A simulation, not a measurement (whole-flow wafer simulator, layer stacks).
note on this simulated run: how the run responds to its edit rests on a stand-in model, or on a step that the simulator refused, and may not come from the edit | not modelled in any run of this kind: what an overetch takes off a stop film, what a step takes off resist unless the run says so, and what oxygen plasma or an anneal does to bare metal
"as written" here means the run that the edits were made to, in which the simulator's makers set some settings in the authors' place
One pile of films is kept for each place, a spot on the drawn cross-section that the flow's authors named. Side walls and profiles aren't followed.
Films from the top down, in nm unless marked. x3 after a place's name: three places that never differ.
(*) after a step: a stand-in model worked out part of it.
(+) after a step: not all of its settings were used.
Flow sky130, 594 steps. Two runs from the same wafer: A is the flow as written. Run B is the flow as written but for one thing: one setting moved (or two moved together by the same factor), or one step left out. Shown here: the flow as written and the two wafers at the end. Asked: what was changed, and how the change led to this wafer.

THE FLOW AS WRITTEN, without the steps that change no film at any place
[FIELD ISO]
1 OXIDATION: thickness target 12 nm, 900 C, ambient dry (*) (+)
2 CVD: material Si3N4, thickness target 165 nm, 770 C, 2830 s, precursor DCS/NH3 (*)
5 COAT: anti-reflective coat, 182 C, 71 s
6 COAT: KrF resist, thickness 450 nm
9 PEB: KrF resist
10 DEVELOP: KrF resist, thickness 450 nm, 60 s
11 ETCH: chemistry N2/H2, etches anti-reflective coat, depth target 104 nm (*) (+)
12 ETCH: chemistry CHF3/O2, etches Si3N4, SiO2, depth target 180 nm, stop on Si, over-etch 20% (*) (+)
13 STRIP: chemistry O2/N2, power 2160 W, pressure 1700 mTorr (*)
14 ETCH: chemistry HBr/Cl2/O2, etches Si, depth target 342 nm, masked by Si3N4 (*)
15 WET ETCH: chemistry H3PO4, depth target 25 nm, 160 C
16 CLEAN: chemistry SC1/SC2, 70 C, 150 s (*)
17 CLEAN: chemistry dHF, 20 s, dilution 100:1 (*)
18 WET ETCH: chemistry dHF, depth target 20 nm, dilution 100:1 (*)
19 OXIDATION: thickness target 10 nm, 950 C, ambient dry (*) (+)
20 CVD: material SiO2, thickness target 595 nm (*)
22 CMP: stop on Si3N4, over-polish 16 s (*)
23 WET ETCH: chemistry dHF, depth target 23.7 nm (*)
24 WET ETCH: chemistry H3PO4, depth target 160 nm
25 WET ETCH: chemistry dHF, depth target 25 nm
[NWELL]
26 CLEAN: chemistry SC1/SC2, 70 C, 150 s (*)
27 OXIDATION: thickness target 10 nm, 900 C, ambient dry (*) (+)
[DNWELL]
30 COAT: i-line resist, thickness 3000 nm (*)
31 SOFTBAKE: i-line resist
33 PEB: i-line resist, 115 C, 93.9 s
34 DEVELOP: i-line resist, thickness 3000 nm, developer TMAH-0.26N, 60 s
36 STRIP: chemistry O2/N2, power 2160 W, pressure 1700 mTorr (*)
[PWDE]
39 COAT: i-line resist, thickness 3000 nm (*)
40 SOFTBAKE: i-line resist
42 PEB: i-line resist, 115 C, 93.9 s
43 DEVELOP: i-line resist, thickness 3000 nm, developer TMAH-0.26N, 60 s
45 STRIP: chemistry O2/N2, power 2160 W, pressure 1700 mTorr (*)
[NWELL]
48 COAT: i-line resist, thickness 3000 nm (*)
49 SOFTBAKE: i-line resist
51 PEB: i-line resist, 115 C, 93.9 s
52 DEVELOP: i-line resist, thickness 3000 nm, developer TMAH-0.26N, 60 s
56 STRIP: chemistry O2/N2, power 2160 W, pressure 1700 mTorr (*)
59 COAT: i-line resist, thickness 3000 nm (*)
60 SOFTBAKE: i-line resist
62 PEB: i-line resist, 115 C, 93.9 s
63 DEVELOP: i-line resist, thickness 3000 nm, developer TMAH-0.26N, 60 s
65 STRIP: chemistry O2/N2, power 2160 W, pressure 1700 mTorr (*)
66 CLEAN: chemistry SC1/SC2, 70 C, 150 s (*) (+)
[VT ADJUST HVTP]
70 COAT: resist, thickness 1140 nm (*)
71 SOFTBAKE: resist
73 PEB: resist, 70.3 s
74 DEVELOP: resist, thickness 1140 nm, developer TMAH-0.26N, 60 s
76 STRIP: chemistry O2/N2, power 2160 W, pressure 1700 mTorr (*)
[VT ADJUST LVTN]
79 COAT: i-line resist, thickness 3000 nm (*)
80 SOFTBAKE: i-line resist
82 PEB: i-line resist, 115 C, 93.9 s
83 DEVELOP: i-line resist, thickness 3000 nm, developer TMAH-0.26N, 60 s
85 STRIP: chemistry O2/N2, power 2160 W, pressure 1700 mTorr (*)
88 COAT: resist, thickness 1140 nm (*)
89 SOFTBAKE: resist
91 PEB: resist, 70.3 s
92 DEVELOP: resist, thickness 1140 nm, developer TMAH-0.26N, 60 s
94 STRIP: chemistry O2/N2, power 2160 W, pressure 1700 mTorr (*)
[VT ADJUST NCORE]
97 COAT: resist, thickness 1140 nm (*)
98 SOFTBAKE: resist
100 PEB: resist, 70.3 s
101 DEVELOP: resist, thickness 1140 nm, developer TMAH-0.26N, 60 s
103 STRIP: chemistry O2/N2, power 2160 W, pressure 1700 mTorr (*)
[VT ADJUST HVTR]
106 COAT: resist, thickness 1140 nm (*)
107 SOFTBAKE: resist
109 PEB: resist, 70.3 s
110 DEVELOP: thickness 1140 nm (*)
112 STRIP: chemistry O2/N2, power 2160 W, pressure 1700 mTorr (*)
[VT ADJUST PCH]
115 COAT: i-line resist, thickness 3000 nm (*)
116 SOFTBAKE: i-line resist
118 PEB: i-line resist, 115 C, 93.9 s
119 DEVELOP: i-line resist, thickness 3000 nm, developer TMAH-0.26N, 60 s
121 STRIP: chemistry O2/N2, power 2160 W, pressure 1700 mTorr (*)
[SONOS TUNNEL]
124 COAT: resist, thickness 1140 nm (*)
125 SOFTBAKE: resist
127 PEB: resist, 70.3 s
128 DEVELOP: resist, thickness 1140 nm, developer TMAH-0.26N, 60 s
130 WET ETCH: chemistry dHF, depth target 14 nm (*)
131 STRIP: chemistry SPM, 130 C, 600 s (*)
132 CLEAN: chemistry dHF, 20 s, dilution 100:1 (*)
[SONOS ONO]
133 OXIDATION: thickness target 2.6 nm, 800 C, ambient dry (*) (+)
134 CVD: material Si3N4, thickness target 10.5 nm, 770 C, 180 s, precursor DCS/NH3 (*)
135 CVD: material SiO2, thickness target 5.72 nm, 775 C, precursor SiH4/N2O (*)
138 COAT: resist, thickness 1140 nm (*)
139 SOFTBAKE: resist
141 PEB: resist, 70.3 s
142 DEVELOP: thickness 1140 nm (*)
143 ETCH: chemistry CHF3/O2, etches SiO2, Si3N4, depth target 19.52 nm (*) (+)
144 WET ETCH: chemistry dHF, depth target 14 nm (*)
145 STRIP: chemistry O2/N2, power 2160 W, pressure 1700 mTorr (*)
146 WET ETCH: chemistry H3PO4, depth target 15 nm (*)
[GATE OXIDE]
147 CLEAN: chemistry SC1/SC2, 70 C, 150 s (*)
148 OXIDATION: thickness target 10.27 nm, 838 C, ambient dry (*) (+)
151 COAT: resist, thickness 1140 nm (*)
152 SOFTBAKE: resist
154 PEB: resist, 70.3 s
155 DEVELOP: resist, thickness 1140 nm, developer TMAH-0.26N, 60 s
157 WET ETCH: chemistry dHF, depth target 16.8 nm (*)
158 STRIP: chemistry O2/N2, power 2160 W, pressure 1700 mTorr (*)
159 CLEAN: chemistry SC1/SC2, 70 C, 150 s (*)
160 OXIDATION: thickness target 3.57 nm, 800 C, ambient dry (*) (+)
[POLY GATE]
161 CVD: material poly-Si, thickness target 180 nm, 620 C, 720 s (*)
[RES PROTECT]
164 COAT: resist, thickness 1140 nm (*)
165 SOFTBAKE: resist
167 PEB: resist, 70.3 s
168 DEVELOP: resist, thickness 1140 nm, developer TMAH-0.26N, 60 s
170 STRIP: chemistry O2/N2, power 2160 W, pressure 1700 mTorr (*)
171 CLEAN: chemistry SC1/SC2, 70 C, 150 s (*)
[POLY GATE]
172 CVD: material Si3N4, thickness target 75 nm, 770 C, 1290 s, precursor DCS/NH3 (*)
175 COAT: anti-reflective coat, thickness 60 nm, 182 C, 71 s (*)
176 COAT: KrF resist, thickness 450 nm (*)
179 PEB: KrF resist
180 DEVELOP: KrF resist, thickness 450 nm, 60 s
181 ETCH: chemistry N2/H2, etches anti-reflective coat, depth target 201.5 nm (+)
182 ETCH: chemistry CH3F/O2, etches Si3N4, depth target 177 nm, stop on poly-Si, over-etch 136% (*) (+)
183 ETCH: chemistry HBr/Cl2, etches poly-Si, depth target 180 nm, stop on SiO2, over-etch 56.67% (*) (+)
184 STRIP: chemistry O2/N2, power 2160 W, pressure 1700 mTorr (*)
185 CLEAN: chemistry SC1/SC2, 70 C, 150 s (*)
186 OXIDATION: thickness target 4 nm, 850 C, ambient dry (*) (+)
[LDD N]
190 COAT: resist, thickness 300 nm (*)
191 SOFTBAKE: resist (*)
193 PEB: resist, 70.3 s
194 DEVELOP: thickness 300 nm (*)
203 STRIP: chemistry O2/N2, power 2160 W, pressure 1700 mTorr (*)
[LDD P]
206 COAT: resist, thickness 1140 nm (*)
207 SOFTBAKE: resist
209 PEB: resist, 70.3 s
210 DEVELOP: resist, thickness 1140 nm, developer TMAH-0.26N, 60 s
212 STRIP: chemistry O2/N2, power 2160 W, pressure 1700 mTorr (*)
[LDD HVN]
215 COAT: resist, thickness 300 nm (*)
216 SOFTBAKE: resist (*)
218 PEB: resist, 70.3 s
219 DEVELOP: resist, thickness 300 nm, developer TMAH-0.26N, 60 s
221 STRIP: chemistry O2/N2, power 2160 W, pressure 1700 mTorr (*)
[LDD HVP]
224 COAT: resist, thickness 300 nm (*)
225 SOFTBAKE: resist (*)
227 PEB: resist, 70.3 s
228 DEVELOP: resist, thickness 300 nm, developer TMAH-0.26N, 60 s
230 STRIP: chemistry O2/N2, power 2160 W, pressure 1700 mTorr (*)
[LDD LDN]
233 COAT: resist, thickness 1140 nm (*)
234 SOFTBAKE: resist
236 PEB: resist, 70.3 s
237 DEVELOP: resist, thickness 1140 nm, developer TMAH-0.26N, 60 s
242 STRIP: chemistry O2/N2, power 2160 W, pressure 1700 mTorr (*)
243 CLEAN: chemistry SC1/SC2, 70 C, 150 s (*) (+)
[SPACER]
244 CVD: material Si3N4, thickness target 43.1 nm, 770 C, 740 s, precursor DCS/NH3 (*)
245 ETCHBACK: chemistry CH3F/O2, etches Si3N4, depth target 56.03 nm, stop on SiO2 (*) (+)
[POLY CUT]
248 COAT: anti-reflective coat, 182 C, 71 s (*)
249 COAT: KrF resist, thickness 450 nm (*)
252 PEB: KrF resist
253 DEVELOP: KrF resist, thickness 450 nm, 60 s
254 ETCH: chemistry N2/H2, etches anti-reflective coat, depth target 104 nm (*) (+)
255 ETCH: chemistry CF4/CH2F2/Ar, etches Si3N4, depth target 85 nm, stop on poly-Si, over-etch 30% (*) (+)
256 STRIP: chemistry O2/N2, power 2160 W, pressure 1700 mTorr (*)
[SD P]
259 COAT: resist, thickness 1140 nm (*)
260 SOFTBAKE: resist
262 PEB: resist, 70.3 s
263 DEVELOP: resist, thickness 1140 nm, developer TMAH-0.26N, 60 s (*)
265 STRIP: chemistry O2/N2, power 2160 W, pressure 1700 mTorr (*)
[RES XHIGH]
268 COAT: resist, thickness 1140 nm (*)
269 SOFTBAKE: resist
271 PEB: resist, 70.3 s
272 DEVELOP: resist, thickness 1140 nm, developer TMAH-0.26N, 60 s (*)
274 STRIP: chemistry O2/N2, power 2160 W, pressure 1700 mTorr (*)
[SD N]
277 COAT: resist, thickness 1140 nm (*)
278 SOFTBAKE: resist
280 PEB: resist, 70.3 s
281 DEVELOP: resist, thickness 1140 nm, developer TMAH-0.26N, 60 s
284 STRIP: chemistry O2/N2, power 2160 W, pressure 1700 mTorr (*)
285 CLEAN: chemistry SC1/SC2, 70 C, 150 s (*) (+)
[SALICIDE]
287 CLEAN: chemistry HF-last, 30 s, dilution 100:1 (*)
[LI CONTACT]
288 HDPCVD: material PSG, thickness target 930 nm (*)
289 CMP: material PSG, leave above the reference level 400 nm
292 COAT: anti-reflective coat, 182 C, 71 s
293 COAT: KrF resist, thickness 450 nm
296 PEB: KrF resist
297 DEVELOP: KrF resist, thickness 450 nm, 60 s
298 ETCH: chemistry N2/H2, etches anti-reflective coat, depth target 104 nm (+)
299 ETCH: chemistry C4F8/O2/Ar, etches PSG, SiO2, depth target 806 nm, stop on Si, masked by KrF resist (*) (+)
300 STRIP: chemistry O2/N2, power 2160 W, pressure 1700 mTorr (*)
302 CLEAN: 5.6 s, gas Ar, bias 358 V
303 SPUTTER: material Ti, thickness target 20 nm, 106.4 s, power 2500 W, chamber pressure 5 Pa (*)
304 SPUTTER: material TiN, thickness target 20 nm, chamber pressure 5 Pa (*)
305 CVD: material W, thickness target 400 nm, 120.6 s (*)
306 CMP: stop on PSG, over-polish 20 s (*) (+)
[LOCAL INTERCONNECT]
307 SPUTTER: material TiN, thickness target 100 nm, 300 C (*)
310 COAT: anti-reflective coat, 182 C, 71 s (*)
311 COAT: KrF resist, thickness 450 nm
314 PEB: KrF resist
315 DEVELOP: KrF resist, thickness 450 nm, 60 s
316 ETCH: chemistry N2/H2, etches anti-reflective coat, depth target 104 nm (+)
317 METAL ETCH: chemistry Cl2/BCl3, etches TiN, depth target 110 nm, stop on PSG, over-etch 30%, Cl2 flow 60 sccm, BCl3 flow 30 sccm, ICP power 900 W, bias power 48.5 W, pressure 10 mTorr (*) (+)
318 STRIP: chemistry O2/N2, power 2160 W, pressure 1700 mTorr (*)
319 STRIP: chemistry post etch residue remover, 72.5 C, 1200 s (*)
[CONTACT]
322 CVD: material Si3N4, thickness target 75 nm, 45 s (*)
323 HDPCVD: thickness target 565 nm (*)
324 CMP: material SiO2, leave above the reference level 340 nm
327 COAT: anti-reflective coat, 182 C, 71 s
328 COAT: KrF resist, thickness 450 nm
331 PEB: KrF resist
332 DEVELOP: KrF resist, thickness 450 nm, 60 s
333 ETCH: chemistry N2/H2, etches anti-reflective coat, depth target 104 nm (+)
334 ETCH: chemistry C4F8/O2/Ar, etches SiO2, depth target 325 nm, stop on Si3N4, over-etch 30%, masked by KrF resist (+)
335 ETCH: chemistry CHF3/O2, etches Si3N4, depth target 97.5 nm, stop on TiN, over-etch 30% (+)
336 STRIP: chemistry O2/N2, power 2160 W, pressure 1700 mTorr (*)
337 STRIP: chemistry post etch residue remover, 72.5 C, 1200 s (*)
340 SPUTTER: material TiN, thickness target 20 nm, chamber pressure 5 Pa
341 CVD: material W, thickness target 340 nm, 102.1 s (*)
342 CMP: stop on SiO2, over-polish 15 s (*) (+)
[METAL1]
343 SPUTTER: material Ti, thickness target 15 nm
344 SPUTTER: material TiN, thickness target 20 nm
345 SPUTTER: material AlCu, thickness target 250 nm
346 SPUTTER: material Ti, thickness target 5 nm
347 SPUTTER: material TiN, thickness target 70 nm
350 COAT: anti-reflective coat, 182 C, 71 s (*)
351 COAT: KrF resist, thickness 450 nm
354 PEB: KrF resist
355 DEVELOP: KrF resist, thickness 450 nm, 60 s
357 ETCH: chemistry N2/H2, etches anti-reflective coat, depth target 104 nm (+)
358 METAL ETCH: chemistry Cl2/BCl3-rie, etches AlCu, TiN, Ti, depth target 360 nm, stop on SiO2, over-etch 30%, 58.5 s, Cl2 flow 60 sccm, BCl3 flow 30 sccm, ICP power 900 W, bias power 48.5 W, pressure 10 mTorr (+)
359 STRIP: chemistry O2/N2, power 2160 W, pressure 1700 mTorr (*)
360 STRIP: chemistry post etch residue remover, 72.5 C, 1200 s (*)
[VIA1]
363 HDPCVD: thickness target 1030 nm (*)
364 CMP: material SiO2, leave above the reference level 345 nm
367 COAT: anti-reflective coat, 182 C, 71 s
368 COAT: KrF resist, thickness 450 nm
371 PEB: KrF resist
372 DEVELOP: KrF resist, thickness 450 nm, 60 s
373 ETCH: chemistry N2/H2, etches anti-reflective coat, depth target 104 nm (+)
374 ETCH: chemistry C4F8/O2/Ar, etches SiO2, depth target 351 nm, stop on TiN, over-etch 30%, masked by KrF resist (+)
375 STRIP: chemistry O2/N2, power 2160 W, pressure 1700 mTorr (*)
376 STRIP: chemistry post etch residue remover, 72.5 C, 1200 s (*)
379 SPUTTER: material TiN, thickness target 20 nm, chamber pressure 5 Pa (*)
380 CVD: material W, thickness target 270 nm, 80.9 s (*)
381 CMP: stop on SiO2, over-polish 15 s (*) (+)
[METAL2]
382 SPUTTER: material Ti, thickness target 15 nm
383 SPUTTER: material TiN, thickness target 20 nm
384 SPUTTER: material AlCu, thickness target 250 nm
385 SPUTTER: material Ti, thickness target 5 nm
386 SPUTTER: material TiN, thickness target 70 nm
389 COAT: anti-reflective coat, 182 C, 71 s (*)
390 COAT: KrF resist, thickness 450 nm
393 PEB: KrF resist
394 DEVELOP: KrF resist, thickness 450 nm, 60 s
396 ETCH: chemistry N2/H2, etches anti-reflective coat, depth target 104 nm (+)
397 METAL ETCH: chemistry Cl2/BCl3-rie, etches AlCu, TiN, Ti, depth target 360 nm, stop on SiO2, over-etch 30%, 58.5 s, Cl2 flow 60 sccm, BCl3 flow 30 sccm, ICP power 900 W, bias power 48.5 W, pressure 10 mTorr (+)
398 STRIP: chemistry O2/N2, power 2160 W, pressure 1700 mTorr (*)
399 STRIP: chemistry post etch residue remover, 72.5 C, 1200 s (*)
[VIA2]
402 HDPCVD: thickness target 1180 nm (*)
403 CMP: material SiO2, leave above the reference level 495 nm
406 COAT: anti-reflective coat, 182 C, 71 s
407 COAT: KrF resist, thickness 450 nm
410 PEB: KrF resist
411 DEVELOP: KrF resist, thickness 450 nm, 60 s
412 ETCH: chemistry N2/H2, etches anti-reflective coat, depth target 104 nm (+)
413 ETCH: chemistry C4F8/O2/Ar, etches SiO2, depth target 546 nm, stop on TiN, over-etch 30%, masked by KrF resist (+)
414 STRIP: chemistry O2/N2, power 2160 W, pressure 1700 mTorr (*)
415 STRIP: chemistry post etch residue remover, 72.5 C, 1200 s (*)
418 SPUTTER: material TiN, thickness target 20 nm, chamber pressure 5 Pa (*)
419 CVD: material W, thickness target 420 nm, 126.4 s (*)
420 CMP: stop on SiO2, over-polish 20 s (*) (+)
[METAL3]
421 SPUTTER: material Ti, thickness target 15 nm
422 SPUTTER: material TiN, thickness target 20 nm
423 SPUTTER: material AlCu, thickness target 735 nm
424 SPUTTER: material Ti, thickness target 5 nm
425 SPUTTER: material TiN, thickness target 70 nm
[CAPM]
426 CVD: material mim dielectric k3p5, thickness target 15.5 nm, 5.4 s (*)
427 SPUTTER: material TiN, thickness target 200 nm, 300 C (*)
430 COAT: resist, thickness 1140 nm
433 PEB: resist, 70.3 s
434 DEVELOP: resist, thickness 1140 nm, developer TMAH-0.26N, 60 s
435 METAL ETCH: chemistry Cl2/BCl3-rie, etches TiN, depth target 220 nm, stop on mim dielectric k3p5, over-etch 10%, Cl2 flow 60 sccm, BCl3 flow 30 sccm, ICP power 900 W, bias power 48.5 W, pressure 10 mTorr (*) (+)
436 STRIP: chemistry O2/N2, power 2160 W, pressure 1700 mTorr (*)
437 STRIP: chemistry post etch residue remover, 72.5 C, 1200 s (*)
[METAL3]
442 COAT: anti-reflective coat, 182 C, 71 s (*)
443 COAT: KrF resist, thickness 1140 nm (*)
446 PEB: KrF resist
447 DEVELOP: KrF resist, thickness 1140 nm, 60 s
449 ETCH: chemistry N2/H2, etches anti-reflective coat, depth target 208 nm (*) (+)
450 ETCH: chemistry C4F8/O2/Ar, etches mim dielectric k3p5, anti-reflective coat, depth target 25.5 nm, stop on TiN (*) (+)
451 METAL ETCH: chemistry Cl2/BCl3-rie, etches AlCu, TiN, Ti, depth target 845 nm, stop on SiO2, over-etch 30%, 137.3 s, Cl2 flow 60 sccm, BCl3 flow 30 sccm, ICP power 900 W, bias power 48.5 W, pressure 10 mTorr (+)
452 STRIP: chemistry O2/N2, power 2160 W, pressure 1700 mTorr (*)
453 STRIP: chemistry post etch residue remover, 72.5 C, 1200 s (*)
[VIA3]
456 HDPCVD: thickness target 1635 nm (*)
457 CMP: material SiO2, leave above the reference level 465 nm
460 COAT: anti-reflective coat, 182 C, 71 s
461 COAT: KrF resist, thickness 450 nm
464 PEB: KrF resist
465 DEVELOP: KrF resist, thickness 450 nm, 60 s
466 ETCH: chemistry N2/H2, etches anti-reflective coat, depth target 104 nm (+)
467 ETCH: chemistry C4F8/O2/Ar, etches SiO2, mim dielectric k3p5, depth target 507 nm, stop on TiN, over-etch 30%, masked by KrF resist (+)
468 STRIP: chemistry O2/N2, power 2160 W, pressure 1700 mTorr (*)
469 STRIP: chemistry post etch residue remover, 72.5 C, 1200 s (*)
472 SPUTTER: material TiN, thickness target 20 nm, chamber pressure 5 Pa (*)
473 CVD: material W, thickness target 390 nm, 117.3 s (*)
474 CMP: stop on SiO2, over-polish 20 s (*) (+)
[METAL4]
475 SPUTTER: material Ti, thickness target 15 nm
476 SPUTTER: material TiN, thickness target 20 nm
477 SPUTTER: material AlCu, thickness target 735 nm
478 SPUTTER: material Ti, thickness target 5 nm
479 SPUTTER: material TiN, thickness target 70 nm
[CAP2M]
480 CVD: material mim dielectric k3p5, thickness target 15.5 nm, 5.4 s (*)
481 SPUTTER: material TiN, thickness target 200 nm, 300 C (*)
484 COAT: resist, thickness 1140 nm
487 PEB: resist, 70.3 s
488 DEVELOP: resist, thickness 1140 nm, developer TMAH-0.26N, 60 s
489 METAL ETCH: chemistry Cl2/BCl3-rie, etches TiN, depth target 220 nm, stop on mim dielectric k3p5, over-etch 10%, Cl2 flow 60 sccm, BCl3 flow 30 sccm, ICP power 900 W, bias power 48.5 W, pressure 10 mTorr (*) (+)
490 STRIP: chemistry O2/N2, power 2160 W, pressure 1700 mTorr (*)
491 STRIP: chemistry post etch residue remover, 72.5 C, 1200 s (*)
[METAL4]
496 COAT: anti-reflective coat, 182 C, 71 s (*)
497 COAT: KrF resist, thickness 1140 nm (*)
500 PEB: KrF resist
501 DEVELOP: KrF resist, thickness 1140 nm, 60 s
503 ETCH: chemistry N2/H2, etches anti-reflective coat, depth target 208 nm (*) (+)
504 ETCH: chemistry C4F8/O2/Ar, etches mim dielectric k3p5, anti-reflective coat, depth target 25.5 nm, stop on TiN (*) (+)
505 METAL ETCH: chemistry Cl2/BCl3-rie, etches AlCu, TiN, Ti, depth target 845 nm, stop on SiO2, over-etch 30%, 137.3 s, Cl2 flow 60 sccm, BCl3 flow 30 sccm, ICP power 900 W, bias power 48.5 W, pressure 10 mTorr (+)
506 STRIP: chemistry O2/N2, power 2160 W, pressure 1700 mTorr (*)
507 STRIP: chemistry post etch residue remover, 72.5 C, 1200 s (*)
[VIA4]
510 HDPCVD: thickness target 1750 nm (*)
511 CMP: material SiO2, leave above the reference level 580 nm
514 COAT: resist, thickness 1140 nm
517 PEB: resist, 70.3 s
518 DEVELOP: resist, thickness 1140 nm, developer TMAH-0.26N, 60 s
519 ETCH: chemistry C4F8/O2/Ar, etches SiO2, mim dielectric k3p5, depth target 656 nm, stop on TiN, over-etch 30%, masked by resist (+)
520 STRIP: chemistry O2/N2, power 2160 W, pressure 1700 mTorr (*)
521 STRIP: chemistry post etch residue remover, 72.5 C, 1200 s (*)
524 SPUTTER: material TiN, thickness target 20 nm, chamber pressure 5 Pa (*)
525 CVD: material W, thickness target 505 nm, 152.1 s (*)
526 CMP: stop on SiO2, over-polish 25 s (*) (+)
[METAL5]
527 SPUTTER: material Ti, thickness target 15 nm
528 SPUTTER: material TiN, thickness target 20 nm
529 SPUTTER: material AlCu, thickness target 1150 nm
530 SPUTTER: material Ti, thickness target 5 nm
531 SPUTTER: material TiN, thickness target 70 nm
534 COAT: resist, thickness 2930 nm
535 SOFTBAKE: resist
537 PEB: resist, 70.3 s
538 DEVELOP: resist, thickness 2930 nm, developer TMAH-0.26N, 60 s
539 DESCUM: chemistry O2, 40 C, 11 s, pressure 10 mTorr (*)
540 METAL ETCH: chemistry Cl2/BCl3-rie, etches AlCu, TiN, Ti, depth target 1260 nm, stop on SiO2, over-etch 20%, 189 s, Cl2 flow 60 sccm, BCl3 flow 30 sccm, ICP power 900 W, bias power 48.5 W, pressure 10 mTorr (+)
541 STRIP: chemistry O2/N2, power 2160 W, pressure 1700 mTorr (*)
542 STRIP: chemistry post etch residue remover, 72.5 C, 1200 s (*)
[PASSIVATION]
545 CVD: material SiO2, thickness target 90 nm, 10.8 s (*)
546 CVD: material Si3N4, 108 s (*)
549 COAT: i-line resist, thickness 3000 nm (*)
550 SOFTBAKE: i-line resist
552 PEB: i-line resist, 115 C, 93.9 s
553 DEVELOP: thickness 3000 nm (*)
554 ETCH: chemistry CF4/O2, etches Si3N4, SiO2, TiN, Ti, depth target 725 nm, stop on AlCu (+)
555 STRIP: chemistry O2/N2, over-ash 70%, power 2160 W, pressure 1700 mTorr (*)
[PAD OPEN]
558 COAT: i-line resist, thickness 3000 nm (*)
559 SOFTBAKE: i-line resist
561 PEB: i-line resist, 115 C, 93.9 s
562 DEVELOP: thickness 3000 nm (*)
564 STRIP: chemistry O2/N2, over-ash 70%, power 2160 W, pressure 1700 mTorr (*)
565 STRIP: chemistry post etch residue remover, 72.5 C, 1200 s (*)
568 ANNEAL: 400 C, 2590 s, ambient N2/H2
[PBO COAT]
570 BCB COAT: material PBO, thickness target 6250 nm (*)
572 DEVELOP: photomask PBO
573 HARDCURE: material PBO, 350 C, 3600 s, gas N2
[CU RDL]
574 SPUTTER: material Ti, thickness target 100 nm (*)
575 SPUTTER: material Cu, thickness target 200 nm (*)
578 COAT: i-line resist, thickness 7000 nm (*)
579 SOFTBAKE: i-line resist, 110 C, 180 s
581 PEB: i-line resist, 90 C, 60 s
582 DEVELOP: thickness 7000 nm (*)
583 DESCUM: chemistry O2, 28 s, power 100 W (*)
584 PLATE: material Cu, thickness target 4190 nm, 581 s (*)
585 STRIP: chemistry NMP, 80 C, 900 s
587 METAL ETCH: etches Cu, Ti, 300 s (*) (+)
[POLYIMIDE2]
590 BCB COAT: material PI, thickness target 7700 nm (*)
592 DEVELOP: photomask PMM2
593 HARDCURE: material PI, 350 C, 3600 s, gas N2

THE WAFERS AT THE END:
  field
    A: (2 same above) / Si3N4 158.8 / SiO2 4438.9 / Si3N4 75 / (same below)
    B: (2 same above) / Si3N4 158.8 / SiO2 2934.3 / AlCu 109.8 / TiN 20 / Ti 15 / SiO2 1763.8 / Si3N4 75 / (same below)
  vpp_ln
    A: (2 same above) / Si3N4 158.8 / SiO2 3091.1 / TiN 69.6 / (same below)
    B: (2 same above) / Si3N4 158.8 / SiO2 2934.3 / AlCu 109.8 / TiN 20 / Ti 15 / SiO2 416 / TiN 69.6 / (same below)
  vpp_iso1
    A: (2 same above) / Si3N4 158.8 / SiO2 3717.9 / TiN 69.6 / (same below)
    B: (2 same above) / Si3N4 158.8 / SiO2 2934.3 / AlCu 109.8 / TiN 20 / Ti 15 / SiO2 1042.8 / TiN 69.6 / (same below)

The cause: step 423, SPUTTER: thickness target 1139 nm was run, where the flow has thickness target 735 nm.

How the change led to this, step by step:
  423 SPUTTER: material AlCu, thickness target 735 nm
      field, active, n_well and 188 more: A AlCu +735 (new film) | B AlCu +1139 (new film)
  451 METAL ETCH: chemistry Cl2/BCl3-rie, etches AlCu, TiN, Ti, depth target 845 nm, stop on SiO2, over-etch 30%, 137.3 s, Cl2 flow 60 sccm, BCl3 flow 30 sccm, ICP power 900 W, bias power 48.5 W, pressure 10 mTorr (+)
      field, gate, spacer and 68 more: A TiN -70 (all of it), Ti -5 (all of it), AlCu -735 (all of it), TiN -20 (all of it), Ti -15 (all of it), SiO2 -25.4 | B TiN -70 (all of it), Ti -5 (all of it), AlCu -1023.5
      active, vpp_ln, vpp_iso2 and 11 more: A TiN -70 (all of it), Ti -5 (all of it), AlCu -735 (all of it), TiN -20 (all of it), Ti -15 (all of it), SiO2 -25.3 | B TiN -70 (all of it), Ti -5 (all of it), AlCu -1023.5
  453 STRIP: chemistry post etch residue remover, 72.5 C, 1200 s (*)
      field, active, gate and 82 more: A nothing | B AlCu -5.72
  456 HDPCVD: thickness target 1635 nm (*)
      field, active, gate and 82 more: A SiO2 +1635 | B SiO2 +1635 (new film)
  457 CMP: material SiO2, leave above the reference level 465 nm
      field, active, gate and 82 more: A SiO2 -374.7 | B SiO2 -140.8
Counting metal films that touch as one body, field has 1 body; the flow as written gives 0 bodies.
Counting metal films that touch as one body, vpp_ln has 3 bodies (between them, from the top down: SiO2 416; SiO2 267.2); the flow as written gives 2 bodies (between them, from the top down: SiO2 267.2).
Counting metal films that touch as one body, vpp_iso1 has 2 bodies (between them, from the top down: SiO2 1042.8); the flow as written gives 1 body.
